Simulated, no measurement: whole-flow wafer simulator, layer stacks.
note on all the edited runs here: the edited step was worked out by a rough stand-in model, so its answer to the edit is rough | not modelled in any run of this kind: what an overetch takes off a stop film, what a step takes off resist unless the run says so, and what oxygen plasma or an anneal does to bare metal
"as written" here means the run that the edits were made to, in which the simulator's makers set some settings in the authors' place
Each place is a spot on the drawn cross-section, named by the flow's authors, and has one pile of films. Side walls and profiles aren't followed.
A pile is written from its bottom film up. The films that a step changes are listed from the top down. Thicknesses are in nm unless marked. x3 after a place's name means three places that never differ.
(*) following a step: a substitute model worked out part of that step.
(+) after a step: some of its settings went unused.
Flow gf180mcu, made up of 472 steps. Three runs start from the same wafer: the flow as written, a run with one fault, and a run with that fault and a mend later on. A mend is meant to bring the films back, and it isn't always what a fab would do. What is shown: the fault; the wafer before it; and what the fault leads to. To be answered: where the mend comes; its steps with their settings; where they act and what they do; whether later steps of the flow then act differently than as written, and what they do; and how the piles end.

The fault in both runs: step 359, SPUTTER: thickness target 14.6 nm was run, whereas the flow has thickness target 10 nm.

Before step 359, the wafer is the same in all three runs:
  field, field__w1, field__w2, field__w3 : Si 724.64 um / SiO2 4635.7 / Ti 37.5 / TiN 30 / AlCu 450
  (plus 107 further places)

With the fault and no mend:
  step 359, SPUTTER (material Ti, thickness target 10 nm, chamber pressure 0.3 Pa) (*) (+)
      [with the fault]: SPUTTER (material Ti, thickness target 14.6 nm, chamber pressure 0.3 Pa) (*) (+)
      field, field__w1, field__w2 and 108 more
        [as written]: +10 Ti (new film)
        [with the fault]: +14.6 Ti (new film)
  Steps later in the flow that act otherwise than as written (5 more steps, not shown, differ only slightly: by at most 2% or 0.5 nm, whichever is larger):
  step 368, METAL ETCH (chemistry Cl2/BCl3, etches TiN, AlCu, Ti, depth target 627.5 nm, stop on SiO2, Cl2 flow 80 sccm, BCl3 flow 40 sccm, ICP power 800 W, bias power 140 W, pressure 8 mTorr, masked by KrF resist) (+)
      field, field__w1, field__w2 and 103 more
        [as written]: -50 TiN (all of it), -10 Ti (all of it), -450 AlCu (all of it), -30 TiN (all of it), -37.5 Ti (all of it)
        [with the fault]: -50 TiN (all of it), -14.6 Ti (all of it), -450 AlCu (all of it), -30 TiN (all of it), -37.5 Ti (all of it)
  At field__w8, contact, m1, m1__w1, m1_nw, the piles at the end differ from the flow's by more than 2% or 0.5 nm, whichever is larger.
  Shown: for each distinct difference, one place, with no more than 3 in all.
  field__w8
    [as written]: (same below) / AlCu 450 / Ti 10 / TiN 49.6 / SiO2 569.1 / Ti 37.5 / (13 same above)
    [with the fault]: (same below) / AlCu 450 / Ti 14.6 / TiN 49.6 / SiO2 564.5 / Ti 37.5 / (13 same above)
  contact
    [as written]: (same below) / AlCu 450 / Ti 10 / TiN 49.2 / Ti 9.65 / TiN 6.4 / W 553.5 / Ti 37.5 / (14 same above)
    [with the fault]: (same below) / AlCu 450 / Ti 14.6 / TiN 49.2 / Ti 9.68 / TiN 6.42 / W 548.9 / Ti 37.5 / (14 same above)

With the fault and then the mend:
  The mend stands after step 359.
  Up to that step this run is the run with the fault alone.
  step 359a, METAL ETCH (chemistry Cl2/BCl3, etches TiN, AlCu, Ti, depth target 4.6 nm, Cl2 flow 80 sccm, BCl3 flow 40 sccm, ICP power 800 W, bias power 140 W, pressure 8 mTorr) (the flow's step 260, run once more with other settings)
      field, field__w1, field__w2 and 108 more
        -4.6 Ti
  Later steps of the flow that are run all act as written at every place that is followed.
  The piles end the same as the flow's at every place that both follow.
